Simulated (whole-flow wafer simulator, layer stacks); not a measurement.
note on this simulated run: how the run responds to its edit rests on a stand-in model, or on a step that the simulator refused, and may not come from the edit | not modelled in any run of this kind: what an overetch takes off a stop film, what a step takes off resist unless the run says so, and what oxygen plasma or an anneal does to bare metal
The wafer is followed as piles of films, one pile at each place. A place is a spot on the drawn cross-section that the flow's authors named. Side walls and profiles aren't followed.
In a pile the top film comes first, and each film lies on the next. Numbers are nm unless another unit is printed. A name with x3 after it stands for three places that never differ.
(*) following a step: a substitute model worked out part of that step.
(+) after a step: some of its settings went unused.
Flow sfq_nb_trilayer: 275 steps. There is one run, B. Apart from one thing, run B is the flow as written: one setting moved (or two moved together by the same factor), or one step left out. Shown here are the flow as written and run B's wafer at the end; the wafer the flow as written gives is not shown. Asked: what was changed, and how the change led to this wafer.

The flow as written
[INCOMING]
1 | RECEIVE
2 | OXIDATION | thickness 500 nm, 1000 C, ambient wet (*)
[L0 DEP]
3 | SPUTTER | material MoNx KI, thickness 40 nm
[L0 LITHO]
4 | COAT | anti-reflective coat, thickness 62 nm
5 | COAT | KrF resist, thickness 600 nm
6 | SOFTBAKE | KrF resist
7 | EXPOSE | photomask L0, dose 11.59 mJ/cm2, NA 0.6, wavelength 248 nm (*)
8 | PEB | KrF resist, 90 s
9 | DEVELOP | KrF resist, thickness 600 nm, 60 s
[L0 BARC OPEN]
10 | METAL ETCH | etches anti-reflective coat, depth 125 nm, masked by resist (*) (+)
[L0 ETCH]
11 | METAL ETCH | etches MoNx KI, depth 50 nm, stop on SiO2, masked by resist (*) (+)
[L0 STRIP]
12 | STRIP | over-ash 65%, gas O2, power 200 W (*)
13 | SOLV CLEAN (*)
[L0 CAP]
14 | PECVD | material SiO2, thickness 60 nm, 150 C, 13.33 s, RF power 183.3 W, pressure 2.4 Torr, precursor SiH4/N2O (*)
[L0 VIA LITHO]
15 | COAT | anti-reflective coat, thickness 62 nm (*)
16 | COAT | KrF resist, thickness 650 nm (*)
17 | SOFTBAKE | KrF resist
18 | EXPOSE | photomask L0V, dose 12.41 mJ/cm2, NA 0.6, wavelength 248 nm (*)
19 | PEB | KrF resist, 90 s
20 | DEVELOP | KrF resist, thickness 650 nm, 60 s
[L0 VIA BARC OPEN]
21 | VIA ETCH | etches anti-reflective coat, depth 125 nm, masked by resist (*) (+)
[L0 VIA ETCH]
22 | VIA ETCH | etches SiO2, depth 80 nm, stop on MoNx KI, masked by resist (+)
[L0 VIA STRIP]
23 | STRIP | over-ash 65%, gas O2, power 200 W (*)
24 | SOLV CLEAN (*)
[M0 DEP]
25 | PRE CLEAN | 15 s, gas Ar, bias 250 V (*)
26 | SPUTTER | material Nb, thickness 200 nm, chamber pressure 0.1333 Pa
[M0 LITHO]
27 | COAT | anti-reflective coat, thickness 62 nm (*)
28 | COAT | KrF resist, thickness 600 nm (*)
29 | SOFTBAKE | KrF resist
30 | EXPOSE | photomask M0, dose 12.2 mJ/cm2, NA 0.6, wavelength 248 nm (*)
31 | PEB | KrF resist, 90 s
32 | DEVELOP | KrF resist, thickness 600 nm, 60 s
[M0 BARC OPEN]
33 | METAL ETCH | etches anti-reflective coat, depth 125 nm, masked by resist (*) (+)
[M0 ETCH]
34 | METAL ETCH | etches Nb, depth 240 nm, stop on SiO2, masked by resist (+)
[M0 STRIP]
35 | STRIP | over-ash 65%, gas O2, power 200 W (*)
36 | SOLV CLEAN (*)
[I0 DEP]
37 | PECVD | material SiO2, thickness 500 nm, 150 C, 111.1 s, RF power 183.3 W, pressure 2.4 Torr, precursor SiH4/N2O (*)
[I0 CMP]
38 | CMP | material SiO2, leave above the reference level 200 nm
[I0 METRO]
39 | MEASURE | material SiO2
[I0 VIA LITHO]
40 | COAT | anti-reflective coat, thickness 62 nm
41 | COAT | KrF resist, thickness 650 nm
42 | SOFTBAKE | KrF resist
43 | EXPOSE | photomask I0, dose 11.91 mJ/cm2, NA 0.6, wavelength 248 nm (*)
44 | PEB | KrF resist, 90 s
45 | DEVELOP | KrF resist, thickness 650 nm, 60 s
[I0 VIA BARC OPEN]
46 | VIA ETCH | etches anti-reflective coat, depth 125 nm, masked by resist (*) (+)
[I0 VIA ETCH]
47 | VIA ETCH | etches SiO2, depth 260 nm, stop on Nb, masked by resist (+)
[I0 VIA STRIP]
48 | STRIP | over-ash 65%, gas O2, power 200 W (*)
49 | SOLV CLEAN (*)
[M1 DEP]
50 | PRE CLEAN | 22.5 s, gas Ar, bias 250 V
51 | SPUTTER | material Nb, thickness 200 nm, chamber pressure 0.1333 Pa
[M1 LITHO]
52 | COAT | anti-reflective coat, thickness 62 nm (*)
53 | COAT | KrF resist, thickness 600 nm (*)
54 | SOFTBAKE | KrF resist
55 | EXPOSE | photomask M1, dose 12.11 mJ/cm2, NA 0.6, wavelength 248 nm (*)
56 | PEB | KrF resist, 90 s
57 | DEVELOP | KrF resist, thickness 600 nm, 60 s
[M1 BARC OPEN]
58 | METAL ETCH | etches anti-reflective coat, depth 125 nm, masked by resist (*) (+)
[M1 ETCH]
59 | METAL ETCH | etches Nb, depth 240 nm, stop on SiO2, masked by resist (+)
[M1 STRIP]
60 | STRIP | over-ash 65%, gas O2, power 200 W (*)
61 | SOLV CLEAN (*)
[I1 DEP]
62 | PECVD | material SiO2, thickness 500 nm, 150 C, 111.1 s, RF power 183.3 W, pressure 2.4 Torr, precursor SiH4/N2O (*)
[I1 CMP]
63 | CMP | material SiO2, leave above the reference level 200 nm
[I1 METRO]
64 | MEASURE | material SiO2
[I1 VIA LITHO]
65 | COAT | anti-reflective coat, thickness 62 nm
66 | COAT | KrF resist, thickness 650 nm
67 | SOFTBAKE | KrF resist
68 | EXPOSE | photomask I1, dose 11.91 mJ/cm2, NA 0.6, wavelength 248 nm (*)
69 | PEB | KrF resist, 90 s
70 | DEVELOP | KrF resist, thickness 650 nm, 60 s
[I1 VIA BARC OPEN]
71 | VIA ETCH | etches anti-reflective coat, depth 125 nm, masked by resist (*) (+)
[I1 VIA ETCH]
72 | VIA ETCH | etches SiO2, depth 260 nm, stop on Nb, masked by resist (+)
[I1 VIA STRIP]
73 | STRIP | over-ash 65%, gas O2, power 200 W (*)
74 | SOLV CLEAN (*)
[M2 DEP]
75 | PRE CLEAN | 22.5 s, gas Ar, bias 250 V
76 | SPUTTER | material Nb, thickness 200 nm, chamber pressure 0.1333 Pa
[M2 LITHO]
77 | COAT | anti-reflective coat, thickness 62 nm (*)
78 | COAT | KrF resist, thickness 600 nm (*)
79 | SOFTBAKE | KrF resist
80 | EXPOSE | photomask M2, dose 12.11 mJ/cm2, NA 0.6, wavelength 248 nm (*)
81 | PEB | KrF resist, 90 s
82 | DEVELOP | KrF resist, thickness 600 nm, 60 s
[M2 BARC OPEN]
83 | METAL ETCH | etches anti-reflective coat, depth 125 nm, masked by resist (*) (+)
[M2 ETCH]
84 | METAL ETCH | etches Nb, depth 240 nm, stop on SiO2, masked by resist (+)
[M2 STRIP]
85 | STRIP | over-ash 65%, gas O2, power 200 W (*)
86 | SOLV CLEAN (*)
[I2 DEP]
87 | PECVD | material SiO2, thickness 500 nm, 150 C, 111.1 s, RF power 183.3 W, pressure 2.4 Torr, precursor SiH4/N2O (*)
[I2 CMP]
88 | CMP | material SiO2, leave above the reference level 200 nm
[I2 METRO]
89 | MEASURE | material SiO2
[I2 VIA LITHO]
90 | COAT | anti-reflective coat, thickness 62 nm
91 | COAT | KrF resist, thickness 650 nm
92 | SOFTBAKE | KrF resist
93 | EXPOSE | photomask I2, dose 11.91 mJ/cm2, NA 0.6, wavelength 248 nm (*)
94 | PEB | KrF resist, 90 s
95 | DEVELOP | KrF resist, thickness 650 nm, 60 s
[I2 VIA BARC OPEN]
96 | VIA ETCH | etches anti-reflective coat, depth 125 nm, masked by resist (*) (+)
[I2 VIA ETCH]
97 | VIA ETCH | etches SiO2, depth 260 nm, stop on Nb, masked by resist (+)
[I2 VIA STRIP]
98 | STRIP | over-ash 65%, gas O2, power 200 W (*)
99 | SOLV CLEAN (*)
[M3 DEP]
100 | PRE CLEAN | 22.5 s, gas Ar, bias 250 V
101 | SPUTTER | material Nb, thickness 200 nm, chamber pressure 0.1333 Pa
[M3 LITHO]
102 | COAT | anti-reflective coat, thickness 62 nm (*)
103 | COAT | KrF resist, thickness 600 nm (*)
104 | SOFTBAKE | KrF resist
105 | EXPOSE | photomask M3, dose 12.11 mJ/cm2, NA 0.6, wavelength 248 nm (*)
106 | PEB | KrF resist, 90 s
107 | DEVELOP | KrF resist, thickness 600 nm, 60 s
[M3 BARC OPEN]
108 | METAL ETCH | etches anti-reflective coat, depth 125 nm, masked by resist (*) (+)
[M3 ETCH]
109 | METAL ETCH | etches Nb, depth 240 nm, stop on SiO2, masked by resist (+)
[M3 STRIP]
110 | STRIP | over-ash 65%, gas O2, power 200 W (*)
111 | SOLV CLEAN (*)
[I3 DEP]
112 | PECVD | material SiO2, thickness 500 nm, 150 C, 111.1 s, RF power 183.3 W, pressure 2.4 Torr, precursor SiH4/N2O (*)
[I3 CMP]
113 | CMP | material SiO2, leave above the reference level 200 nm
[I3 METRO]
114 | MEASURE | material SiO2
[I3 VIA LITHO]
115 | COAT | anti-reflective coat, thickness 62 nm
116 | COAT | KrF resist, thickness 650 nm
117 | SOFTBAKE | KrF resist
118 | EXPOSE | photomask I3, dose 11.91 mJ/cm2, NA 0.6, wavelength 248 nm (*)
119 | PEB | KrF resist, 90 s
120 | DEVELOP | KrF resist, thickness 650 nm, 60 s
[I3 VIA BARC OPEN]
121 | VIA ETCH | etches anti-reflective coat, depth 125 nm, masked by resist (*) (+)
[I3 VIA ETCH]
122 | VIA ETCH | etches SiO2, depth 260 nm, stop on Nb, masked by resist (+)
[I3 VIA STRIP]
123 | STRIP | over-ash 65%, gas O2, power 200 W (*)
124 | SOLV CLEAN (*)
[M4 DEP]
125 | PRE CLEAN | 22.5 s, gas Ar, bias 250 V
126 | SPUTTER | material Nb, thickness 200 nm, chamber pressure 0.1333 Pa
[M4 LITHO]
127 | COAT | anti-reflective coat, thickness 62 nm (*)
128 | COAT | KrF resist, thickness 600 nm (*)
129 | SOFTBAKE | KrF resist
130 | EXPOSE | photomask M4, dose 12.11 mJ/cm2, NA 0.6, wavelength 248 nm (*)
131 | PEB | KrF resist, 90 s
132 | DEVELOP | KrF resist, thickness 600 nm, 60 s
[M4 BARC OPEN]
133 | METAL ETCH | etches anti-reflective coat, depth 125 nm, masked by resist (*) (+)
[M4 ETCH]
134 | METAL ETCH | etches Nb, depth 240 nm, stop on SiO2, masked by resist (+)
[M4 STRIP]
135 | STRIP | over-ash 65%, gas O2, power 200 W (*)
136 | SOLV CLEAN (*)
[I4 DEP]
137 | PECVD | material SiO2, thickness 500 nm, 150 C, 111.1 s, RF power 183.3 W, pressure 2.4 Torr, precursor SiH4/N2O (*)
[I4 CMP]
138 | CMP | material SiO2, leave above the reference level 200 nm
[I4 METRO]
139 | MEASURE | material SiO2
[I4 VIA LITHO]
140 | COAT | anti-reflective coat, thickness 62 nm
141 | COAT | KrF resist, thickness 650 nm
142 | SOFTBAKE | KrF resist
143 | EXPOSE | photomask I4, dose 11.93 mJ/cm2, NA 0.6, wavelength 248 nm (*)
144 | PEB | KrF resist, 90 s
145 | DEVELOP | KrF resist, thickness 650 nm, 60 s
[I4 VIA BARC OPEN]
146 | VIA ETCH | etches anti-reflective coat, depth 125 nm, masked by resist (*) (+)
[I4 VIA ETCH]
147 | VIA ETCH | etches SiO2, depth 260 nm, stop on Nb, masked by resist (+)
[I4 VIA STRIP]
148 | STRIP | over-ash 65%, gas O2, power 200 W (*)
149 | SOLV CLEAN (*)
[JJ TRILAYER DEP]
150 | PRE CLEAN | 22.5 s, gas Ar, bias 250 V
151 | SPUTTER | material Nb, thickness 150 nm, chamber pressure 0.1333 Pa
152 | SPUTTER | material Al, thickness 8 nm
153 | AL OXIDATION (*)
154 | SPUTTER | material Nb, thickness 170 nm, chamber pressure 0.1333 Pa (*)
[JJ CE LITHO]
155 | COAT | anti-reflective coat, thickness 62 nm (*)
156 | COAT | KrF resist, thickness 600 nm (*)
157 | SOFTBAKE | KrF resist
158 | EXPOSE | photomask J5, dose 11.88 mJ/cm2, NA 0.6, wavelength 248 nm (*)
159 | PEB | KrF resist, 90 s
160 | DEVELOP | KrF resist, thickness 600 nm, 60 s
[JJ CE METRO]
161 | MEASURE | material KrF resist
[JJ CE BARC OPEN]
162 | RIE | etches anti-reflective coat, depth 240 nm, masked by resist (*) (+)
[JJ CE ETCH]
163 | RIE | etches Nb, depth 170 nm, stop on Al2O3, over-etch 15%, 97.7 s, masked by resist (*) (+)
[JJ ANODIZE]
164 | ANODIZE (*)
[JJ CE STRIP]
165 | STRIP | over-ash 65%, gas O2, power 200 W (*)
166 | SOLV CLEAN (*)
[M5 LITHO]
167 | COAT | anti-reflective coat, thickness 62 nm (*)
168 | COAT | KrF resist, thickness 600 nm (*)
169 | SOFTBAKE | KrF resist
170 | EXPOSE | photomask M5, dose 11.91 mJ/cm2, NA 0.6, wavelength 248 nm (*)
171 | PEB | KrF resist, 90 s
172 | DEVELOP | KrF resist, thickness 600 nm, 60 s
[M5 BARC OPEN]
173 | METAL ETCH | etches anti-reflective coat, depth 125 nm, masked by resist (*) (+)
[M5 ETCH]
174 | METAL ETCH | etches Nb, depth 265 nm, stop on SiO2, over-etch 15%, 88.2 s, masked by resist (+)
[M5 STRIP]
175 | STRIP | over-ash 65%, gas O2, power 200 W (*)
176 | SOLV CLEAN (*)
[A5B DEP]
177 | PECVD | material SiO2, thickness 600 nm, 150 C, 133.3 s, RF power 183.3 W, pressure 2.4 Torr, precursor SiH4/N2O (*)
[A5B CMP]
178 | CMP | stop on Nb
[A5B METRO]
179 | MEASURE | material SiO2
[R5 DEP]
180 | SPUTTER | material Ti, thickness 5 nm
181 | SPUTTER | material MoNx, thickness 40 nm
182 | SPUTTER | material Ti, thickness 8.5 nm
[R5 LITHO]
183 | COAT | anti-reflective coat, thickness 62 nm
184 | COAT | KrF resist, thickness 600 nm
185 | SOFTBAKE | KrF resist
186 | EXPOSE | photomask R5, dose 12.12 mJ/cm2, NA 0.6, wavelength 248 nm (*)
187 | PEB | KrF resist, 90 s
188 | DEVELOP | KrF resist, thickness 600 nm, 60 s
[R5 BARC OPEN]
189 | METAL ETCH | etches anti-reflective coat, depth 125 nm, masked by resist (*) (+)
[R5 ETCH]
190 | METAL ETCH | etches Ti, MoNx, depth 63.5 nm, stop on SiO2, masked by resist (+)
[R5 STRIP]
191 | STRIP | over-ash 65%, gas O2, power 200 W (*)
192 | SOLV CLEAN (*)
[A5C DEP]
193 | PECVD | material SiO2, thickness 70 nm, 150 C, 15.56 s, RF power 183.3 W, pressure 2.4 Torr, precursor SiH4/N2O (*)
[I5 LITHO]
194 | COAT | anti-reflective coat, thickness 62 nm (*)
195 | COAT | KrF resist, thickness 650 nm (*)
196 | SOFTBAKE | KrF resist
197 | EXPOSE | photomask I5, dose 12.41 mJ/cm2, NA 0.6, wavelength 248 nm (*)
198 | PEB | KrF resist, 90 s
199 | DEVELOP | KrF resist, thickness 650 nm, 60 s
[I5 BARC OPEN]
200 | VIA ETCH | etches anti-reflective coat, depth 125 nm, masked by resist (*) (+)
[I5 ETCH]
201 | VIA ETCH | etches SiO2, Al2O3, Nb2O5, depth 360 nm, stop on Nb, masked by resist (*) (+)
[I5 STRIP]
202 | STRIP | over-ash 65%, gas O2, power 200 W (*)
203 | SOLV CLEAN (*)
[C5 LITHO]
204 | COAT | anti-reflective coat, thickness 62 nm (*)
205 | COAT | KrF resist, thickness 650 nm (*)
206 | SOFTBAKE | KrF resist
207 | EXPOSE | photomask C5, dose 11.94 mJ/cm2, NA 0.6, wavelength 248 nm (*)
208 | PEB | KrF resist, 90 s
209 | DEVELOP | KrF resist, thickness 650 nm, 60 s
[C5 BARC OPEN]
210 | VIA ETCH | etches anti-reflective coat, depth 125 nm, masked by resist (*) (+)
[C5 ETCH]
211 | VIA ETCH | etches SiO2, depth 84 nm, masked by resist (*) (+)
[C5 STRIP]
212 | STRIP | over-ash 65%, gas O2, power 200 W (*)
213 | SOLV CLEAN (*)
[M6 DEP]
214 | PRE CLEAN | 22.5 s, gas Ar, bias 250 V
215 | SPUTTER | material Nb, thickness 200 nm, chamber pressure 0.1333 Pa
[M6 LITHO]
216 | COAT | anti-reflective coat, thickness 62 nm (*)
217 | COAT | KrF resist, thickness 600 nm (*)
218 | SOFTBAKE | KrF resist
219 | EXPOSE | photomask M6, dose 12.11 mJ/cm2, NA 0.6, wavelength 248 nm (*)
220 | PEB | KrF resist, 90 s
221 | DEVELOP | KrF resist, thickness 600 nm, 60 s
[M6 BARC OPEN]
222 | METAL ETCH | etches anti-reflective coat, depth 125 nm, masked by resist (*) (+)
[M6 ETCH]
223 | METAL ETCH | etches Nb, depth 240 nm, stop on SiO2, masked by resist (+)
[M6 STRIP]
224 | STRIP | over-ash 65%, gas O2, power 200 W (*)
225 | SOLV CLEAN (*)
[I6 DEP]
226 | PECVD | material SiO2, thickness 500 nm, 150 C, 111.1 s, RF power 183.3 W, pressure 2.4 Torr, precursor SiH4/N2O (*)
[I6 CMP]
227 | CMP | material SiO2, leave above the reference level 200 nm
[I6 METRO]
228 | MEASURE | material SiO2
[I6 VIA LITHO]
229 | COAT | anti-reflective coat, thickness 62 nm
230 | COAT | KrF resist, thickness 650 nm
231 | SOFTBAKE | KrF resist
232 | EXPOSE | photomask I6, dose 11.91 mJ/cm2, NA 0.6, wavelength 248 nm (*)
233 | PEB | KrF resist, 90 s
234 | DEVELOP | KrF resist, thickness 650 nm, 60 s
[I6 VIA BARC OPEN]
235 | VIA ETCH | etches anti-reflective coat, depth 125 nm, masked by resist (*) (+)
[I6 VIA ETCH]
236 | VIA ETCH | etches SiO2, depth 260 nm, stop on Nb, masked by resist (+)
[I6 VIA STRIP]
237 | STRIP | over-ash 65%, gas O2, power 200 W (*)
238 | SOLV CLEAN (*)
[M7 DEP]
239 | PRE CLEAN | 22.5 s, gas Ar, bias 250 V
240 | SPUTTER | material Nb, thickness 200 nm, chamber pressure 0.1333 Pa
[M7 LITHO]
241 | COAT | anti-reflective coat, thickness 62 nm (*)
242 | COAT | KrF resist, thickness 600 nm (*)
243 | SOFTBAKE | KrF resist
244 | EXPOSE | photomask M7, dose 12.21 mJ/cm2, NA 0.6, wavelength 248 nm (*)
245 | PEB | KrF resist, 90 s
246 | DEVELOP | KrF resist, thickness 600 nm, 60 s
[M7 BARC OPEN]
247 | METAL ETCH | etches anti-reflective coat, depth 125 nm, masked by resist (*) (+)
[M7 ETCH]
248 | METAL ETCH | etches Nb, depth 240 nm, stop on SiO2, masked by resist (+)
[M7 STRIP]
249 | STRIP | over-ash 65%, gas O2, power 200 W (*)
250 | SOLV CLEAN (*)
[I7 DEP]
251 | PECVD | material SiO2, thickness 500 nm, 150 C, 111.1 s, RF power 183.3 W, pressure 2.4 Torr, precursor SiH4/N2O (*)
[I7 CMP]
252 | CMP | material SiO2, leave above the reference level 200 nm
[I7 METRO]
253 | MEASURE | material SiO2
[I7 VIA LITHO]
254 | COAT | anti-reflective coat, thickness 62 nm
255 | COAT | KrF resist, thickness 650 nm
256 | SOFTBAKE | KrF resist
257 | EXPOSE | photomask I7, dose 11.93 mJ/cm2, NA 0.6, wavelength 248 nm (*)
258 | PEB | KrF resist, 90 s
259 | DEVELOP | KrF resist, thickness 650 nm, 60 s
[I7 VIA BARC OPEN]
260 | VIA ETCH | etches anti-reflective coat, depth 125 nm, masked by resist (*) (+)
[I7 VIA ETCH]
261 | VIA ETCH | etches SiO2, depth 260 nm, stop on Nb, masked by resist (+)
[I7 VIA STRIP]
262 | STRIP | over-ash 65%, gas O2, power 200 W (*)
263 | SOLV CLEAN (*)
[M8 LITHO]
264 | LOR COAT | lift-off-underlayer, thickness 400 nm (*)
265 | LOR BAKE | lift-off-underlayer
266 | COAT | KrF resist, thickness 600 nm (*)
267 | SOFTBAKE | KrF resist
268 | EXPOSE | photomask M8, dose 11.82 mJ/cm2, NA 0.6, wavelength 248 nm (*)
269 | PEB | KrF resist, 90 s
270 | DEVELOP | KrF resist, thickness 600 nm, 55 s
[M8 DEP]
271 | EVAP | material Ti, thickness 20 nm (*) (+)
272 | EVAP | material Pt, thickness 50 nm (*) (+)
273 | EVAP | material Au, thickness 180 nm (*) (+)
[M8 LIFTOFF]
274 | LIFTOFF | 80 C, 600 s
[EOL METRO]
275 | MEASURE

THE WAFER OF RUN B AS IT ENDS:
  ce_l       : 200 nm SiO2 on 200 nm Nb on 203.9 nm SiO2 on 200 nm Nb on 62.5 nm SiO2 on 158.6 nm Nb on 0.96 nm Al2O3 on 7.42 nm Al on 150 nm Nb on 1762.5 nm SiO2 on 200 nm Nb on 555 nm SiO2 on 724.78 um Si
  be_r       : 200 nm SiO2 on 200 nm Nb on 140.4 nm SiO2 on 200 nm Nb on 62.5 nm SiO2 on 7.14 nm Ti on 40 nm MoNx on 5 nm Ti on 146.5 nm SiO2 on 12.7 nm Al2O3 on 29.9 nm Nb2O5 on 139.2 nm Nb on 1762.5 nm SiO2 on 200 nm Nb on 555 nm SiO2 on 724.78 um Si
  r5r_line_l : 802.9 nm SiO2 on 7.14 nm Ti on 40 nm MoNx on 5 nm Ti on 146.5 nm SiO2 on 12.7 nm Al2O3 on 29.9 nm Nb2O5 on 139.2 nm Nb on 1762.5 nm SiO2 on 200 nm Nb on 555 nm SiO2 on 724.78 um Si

What caused this: step 182, SPUTTER: thickness 7.14 nm was run, though the flow has thickness 8.5 nm.
The wafer itself shows it: be_r has Ti 7.14, and step 182 as written asks for 8.5 nm.

How this came from the change, step by step:
  182 | SPUTTER | material Ti, thickness 8.5 nm
      field_l, v_sur, via_wl and 103 more: +7.14 Ti (new film) (it would be, as written: +8.5 Ti (new film))
  190 | METAL ETCH | etches Ti, MoNx, depth 63.5 nm, stop on SiO2, masked by resist (+)
      field_l, v_sur, via_wl and 92 more: -7.14 Ti (all of it), -40 MoNx (all of it), -5 Ti (all of it) (it would be, as written: -8.5 Ti (all of it), -40 MoNx (all of it), -5 Ti (all of it))
      ce_l, c5j, ce_r, wl_jj: -7.14 Ti (all of it), -40 MoNx (all of it), -5 Ti (all of it), -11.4 Nb (it would be, as written: -8.5 Ti (all of it), -40 MoNx (all of it), -5 Ti (all of it), -10 Nb)
